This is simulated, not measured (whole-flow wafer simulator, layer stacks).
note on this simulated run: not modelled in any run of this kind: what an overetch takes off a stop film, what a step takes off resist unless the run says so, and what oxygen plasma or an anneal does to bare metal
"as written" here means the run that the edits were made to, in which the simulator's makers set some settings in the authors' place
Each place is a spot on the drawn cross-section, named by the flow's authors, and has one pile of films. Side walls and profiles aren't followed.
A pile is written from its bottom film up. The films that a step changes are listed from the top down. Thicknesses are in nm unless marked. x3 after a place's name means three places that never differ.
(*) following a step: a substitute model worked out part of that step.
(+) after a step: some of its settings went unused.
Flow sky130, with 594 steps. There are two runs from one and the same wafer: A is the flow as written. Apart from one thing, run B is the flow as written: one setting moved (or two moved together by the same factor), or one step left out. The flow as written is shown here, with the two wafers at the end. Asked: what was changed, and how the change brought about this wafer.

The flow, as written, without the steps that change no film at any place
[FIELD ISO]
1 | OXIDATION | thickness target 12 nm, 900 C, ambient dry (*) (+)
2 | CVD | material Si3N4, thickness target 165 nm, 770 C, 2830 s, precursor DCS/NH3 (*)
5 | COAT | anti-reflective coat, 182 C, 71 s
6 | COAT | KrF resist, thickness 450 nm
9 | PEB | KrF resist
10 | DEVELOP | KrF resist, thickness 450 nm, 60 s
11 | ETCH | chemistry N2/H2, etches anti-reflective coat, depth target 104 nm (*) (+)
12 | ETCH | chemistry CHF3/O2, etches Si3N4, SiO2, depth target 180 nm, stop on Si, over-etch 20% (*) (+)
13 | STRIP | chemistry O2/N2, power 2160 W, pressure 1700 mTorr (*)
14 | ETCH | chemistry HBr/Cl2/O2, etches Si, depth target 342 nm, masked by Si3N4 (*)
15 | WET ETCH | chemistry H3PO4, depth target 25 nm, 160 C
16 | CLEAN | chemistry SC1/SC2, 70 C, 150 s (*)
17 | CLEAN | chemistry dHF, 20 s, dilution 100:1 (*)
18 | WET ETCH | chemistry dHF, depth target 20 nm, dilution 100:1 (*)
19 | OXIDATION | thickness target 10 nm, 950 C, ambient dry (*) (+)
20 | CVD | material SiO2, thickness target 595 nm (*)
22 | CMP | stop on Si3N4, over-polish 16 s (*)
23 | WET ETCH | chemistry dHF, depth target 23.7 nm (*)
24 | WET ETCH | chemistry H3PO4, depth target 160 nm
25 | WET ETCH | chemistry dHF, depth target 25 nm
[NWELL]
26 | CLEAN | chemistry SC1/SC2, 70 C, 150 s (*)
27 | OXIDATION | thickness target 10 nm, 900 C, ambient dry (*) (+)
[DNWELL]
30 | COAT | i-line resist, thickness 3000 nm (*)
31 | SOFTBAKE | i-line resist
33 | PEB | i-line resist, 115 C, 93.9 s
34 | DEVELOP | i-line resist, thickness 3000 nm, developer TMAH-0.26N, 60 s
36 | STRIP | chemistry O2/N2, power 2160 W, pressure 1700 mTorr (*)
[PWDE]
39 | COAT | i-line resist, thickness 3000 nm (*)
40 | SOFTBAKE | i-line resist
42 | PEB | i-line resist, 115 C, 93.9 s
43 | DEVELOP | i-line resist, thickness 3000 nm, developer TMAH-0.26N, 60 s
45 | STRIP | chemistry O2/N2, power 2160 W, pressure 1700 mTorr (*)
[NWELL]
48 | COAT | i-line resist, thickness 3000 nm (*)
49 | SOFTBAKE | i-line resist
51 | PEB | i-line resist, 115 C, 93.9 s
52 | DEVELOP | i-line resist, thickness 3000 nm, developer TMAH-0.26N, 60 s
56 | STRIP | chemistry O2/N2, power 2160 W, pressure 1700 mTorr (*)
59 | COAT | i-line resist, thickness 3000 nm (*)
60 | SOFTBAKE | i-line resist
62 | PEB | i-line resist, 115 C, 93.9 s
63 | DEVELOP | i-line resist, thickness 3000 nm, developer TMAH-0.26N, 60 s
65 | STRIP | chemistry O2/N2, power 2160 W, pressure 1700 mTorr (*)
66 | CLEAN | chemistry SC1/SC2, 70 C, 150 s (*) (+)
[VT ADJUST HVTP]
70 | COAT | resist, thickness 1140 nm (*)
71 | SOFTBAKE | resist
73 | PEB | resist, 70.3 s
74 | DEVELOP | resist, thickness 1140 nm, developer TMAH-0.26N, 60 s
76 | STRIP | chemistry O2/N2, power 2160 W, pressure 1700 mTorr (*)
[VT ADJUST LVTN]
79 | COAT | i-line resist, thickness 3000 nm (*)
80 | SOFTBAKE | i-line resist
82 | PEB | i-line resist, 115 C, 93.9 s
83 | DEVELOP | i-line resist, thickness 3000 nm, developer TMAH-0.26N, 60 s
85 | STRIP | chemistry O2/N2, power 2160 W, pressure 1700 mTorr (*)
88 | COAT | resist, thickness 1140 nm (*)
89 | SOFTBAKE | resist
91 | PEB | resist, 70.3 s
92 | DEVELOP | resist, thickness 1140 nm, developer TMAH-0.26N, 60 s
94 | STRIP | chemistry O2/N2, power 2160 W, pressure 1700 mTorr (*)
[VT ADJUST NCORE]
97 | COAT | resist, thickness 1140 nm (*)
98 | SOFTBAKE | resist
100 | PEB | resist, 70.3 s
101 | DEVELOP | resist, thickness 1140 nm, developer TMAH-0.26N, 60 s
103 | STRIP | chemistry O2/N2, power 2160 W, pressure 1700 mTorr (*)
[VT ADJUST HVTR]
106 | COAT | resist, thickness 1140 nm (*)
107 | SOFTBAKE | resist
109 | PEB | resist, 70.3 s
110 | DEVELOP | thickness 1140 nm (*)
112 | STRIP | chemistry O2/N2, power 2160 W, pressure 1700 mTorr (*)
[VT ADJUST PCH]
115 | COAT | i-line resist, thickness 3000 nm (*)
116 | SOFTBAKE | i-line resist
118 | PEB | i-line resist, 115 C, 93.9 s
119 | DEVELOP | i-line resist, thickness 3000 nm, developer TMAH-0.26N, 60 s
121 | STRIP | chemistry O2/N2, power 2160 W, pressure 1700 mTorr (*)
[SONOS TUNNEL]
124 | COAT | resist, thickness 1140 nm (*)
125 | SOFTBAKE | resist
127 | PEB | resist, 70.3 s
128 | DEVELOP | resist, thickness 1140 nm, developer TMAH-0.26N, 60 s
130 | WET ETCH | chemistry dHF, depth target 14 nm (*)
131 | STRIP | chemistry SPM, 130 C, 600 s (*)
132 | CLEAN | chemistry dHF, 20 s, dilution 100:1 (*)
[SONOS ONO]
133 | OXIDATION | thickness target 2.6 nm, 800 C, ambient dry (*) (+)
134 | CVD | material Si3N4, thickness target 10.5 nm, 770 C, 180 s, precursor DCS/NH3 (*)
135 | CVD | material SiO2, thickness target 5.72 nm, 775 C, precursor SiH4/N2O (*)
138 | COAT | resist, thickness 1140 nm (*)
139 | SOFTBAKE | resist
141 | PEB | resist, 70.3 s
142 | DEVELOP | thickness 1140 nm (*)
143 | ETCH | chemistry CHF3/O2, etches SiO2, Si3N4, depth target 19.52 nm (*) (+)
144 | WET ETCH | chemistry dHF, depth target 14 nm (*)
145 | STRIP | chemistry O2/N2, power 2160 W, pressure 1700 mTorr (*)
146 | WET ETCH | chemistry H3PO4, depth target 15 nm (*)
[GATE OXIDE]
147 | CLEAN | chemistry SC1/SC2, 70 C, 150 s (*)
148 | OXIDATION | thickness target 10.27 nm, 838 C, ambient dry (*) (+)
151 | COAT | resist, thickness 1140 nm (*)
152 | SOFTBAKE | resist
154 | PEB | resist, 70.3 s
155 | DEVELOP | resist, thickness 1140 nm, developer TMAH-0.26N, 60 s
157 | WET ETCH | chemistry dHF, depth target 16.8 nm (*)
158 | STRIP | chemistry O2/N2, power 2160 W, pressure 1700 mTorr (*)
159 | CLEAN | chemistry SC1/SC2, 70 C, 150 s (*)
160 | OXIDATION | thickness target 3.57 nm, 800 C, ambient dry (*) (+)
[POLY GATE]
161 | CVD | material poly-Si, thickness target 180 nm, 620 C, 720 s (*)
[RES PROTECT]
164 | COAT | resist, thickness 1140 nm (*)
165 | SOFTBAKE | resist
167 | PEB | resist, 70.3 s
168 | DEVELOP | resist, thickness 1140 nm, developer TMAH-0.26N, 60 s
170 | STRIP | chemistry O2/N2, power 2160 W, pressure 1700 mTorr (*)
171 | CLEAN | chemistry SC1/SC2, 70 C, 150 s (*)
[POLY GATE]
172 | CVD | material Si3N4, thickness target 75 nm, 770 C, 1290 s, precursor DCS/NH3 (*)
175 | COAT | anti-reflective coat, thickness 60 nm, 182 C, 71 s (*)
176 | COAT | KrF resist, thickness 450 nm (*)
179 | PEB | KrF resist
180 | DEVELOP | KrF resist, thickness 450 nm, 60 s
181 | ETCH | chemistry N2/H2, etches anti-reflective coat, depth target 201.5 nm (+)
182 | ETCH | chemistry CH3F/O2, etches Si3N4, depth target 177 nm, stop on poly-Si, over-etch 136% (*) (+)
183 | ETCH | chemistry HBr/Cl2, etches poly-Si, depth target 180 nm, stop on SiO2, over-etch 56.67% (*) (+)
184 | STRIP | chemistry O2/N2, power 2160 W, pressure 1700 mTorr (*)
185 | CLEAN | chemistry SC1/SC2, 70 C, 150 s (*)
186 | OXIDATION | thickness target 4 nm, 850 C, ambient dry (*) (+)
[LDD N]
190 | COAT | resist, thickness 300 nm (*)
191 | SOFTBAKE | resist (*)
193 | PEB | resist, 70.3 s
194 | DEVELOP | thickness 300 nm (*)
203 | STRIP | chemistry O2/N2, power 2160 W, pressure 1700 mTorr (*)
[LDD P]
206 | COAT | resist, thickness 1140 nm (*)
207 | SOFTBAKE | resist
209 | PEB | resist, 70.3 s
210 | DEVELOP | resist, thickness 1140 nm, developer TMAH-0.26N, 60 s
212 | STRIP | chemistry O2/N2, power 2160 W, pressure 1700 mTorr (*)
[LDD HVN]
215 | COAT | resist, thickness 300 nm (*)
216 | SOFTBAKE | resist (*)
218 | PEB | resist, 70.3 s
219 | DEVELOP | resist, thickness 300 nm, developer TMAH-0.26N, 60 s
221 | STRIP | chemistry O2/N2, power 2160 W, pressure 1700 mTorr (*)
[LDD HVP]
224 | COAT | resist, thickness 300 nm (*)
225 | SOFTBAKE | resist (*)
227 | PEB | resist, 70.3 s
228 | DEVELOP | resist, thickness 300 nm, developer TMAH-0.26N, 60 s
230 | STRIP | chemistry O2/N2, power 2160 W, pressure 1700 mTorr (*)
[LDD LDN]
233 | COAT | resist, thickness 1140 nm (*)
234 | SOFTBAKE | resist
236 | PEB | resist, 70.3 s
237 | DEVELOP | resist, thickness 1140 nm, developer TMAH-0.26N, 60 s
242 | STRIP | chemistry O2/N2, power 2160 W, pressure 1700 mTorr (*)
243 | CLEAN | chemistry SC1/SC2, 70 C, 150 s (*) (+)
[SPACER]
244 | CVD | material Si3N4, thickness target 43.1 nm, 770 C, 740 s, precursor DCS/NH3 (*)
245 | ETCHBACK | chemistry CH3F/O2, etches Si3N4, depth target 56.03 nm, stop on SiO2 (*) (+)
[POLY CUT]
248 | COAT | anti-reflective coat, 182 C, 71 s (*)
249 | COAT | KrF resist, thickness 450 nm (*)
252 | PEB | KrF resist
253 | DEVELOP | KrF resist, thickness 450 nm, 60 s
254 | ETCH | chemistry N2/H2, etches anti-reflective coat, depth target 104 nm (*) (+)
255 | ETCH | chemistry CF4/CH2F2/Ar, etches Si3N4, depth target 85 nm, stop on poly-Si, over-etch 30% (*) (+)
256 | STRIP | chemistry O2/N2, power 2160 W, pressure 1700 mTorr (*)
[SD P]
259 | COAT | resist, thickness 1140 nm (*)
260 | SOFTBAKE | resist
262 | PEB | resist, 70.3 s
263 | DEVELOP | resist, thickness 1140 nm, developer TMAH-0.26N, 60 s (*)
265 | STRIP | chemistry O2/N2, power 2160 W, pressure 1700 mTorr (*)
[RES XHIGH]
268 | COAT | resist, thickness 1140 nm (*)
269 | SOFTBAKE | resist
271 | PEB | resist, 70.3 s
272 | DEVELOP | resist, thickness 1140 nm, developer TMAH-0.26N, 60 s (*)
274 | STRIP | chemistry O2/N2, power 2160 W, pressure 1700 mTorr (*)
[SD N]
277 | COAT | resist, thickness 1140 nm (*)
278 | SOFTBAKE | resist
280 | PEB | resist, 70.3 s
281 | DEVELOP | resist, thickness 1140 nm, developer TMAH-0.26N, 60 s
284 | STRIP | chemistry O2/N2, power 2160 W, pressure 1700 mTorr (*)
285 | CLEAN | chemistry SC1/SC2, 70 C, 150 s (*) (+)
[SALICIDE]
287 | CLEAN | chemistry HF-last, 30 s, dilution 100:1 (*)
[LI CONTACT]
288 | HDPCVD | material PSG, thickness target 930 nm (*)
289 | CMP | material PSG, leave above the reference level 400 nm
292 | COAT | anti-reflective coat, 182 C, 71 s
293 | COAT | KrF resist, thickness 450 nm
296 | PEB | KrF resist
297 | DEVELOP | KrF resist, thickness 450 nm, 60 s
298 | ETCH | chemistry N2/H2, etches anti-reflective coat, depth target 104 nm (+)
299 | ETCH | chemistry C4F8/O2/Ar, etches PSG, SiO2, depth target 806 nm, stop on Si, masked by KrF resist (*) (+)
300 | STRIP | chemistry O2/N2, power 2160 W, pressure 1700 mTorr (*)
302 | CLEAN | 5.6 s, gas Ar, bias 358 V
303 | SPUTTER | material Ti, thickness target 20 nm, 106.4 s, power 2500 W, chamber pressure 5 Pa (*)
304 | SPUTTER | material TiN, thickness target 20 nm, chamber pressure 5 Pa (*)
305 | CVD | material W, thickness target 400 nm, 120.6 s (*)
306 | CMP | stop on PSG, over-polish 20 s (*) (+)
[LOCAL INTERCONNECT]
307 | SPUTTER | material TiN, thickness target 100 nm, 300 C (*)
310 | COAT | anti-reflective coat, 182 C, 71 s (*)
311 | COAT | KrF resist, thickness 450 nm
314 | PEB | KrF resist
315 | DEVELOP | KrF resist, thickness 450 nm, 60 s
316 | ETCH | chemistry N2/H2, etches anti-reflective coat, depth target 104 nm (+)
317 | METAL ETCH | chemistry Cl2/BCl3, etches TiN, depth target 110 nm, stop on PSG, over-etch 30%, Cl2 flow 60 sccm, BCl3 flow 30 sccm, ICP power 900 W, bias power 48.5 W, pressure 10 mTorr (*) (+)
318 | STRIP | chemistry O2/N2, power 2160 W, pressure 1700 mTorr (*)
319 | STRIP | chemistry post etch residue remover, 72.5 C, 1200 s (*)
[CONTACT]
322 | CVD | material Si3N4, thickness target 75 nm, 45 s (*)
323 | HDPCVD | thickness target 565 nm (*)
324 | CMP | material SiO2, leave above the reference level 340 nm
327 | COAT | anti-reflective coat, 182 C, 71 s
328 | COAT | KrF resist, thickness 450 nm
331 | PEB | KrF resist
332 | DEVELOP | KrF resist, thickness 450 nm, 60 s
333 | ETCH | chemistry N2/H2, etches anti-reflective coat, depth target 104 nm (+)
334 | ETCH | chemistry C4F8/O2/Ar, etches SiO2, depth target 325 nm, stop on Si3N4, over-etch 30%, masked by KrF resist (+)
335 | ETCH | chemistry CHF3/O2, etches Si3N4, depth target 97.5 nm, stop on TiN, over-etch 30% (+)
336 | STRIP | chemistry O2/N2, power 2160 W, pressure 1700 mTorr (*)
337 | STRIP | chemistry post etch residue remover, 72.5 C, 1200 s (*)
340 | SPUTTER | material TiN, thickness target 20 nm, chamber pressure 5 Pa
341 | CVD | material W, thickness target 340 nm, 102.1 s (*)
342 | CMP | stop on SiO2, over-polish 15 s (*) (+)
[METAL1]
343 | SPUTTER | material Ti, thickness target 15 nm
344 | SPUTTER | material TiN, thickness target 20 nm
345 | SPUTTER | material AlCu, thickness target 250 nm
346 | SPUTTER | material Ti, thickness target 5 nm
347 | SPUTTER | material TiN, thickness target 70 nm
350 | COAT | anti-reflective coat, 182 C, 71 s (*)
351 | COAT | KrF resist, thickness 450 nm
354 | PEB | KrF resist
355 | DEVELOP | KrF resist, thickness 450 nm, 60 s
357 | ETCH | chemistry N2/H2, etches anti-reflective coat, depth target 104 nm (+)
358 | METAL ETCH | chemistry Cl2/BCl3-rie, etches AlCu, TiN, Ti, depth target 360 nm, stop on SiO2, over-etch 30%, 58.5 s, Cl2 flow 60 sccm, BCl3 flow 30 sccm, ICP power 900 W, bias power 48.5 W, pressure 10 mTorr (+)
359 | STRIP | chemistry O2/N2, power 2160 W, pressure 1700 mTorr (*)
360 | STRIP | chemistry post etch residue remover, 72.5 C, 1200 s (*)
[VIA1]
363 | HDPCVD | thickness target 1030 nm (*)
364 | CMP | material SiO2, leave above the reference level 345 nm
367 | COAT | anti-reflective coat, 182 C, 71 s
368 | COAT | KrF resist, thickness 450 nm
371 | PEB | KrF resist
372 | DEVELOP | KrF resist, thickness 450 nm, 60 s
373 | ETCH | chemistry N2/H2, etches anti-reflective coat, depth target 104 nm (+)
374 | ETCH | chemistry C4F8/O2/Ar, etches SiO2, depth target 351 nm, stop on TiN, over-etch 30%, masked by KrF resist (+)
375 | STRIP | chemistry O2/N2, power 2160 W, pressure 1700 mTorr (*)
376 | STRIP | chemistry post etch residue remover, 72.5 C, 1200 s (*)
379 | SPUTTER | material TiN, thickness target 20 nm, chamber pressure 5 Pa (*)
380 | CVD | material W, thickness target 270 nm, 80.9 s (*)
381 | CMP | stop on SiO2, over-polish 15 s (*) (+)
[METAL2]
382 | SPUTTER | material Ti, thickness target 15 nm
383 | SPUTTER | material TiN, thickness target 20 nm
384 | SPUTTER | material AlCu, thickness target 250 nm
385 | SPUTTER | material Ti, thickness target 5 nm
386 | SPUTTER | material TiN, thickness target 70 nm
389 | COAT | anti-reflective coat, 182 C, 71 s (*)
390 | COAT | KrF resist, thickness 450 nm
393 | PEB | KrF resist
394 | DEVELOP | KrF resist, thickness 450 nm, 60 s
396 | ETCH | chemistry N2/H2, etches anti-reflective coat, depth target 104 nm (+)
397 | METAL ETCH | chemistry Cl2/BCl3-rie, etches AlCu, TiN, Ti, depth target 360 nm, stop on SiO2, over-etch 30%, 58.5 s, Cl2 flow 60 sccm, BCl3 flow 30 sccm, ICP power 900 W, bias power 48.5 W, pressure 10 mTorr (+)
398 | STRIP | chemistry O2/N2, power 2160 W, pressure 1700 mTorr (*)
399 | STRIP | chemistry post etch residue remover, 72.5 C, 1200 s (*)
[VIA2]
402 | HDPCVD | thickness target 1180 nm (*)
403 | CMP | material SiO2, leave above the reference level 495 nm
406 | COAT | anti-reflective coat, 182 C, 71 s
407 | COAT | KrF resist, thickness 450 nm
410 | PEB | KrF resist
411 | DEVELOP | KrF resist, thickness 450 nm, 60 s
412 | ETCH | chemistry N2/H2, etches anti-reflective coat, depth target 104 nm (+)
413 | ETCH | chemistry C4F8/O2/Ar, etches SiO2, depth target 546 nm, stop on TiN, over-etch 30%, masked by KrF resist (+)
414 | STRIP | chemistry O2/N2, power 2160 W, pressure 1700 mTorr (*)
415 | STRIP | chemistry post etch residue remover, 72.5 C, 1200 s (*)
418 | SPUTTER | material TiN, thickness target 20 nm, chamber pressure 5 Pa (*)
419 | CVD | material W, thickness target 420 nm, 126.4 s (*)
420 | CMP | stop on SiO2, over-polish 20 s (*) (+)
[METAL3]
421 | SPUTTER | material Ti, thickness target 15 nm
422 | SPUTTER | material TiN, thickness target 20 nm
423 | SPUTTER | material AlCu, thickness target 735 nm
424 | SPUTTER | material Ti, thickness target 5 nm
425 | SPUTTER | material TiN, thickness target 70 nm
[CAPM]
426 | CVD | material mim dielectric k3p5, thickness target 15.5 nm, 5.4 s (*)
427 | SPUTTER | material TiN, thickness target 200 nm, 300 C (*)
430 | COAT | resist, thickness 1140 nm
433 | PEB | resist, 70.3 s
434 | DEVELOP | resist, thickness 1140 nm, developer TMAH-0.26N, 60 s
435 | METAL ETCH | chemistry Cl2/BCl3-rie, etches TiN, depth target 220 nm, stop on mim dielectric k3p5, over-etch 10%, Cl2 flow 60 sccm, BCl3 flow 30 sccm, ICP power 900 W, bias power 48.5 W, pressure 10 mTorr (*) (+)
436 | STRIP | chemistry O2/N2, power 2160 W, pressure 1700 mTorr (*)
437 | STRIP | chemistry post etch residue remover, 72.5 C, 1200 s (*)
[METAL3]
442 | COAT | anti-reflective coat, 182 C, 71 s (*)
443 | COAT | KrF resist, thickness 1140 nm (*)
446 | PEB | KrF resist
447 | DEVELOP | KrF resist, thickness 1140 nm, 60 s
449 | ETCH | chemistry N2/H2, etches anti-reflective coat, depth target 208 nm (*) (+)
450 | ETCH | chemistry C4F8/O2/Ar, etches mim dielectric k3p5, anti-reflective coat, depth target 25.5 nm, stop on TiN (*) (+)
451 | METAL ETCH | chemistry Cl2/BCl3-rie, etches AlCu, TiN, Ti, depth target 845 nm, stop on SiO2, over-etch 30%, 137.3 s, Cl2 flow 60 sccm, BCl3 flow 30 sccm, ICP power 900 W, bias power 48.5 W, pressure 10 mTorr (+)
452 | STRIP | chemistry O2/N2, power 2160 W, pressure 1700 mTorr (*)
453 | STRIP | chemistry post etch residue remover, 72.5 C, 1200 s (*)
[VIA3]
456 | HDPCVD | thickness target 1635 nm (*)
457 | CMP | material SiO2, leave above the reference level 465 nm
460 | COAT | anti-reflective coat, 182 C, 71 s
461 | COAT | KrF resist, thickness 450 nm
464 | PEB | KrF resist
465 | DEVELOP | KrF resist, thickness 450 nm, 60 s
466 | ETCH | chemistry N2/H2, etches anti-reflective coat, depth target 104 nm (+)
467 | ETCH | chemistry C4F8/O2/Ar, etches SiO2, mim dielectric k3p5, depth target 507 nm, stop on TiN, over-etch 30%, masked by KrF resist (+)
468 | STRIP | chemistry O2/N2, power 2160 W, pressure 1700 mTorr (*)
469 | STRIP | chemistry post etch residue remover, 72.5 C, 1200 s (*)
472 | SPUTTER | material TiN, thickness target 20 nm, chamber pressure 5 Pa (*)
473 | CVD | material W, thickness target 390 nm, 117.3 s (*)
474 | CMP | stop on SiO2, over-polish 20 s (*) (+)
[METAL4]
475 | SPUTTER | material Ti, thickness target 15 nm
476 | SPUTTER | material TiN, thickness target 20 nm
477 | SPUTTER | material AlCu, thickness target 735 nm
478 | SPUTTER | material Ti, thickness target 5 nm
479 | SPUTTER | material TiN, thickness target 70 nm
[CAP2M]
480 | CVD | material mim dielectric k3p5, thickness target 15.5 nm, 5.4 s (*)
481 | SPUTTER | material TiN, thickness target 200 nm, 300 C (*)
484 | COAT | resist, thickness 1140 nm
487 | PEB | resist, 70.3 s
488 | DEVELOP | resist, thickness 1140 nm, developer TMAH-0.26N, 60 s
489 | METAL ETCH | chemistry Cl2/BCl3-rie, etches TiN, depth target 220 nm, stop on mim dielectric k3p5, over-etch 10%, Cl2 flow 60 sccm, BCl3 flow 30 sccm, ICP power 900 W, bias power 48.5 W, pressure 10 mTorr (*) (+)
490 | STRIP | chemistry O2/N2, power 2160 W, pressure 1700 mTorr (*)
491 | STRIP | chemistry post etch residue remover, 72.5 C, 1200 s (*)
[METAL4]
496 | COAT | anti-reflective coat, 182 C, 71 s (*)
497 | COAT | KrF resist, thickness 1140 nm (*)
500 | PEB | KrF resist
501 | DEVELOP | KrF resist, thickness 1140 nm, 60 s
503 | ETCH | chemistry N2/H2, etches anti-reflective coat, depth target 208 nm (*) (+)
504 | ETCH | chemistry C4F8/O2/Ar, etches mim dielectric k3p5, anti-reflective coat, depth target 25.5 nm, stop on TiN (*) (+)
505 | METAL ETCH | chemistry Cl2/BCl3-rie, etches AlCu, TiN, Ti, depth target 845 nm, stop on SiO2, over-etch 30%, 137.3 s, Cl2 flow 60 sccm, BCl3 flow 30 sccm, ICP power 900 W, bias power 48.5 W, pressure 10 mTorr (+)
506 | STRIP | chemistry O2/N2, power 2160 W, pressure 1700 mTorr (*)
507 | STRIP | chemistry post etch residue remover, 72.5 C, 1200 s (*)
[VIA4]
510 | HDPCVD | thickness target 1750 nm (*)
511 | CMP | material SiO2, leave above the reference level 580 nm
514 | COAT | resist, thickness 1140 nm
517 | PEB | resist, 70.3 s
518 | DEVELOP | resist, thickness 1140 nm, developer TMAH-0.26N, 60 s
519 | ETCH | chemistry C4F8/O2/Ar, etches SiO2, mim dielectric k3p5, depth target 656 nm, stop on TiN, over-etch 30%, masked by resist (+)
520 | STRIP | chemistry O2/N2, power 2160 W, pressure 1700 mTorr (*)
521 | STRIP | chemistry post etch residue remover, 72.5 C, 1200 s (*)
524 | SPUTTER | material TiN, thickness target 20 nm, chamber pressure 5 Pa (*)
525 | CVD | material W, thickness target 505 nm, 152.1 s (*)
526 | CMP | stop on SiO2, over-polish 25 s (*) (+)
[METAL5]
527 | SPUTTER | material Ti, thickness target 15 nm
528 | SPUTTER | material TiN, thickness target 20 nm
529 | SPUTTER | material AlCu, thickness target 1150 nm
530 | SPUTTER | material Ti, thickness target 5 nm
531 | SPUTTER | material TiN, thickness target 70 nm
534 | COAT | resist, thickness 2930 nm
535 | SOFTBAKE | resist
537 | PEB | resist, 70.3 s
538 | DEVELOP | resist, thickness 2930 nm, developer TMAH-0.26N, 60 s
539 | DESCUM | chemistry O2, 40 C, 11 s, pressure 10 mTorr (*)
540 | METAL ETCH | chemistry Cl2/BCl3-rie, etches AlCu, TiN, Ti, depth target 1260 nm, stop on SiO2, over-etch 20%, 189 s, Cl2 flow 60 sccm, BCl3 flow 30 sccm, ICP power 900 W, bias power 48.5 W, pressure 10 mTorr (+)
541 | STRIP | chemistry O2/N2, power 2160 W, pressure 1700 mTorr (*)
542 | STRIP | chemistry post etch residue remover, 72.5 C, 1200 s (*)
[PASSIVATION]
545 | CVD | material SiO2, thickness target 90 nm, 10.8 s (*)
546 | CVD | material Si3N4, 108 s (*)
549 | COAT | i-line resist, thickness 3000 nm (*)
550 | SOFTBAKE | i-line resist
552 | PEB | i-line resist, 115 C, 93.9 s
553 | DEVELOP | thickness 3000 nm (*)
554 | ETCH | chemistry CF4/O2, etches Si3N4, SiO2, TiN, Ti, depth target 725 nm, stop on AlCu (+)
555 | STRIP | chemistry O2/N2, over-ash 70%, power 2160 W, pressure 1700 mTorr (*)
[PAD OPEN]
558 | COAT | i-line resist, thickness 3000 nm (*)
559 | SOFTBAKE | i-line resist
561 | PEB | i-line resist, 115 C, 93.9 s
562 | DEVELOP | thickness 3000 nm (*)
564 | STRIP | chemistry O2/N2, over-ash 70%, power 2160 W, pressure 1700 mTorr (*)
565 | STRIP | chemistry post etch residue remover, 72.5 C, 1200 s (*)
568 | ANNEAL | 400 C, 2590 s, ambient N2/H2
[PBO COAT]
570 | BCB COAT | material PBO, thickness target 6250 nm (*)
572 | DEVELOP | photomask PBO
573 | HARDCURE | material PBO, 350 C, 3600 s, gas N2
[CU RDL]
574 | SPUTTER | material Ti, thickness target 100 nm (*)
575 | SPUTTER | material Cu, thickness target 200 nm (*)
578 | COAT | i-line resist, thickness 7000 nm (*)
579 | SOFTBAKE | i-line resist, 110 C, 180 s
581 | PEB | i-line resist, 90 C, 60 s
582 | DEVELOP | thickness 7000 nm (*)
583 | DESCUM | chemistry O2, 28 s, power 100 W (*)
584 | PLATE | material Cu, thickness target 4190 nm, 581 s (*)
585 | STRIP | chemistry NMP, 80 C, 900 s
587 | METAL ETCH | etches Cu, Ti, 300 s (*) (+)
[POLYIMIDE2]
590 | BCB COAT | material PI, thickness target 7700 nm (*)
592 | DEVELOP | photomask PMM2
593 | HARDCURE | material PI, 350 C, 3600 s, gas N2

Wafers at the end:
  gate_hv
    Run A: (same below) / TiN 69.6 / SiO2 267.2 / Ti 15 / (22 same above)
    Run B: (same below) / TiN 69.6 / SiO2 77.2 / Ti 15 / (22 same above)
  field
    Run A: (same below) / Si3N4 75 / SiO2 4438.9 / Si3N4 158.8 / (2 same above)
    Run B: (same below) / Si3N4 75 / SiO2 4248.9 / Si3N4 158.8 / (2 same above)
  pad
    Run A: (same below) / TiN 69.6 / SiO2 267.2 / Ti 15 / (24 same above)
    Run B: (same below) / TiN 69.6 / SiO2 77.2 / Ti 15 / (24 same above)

What caused this: step 364, CMP: leave above the reference level 155 nm was run, whereas the flow has leave above the reference level 345 nm.

Step by step, how the change led to this:
  364 | CMP | material SiO2, leave above the reference level 345 nm
      n_well, p_well, gate_hv and 100 more: A -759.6 SiO2 | B -949.6 SiO2
      field, active, gate and 81 more: A -389.1 SiO2 | B -579.1 SiO2
      (and at 4 other places as well)
  374 | ETCH | chemistry C4F8/O2/Ar, etches SiO2, depth target 351 nm, stop on TiN, over-etch 30%, masked by KrF resist (+)
      field, active, n_well and 186 more: A -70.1 KrF resist | B -20.7 KrF resist
      m1, via1_hole: A -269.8 SiO2 (all of it) | B -79.8 SiO2 (all of it)
  375 | STRIP | chemistry O2/N2, power 2160 W, pressure 1700 mTorr (*)
      field, active, n_well and 186 more: A -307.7 KrF resist (all of it), -80 anti-reflective coat (all of it) | B -357.1 KrF resist (all of it), -80 anti-reflective coat (all of it)
  379 | SPUTTER | material TiN, thickness target 20 nm, chamber pressure 5 Pa (*)
      m1: A +11 TiN | B +15.7 TiN
      via1_hole: A +10.9 TiN | B +15.7 TiN
  380 | CVD | material W, thickness target 270 nm, 80.9 s (*)
      m1, via1_hole: A +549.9 W (new film) | B +355.1 W (new film)
